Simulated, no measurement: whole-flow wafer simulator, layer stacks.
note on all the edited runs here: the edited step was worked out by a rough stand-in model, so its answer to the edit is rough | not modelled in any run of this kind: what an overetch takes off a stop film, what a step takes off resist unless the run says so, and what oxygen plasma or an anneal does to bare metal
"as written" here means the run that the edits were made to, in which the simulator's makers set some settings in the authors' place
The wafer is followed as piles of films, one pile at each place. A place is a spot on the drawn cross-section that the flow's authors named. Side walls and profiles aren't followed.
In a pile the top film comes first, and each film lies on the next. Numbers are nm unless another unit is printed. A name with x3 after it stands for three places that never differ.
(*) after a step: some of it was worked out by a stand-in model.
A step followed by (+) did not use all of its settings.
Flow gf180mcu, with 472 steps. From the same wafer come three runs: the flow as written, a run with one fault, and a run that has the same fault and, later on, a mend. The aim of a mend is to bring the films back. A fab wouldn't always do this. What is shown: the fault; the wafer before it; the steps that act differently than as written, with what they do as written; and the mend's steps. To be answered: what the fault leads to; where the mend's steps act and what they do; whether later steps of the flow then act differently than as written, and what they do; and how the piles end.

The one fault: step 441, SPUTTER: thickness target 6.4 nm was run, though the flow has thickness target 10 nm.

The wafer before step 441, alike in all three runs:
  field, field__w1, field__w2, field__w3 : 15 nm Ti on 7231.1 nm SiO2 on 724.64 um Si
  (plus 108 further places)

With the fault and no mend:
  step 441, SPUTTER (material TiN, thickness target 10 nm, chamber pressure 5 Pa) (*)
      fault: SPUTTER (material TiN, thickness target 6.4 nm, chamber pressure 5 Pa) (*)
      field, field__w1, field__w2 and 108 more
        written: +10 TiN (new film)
        fault: +6.4 TiN (new film)
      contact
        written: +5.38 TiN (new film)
        fault: +3.45 TiN (new film)
  Steps later in the flow that act otherwise than as written (not shown: 1 more step that differs only slightly, by at most 2% or 0.5 nm, whichever is larger):
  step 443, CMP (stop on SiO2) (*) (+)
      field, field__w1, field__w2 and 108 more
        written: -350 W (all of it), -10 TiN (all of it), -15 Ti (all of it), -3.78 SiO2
        fault: -350 W (all of it), -6.4 TiN (all of it), -15 Ti (all of it), -3.75 SiO2
  By the end, the piles at contact depart from the flow's by more than 2% or 0.5 nm, whichever is larger.
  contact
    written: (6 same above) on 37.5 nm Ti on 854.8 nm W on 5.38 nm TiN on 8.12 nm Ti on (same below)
    fault: (6 same above) on 37.5 nm Ti on 856.8 nm W on 3.45 nm TiN on 8.12 nm Ti on (same below)

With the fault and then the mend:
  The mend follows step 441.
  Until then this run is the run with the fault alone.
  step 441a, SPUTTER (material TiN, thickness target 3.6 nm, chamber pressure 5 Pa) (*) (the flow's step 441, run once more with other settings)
      field, field__w1, field__w2 and 108 more
        +3.6 TiN
      contact
        +1.94 TiN
  Every later step of the flow that is run acts as written at every place that is followed.
  By the end, the piles equal the flow's at every place that both follow.
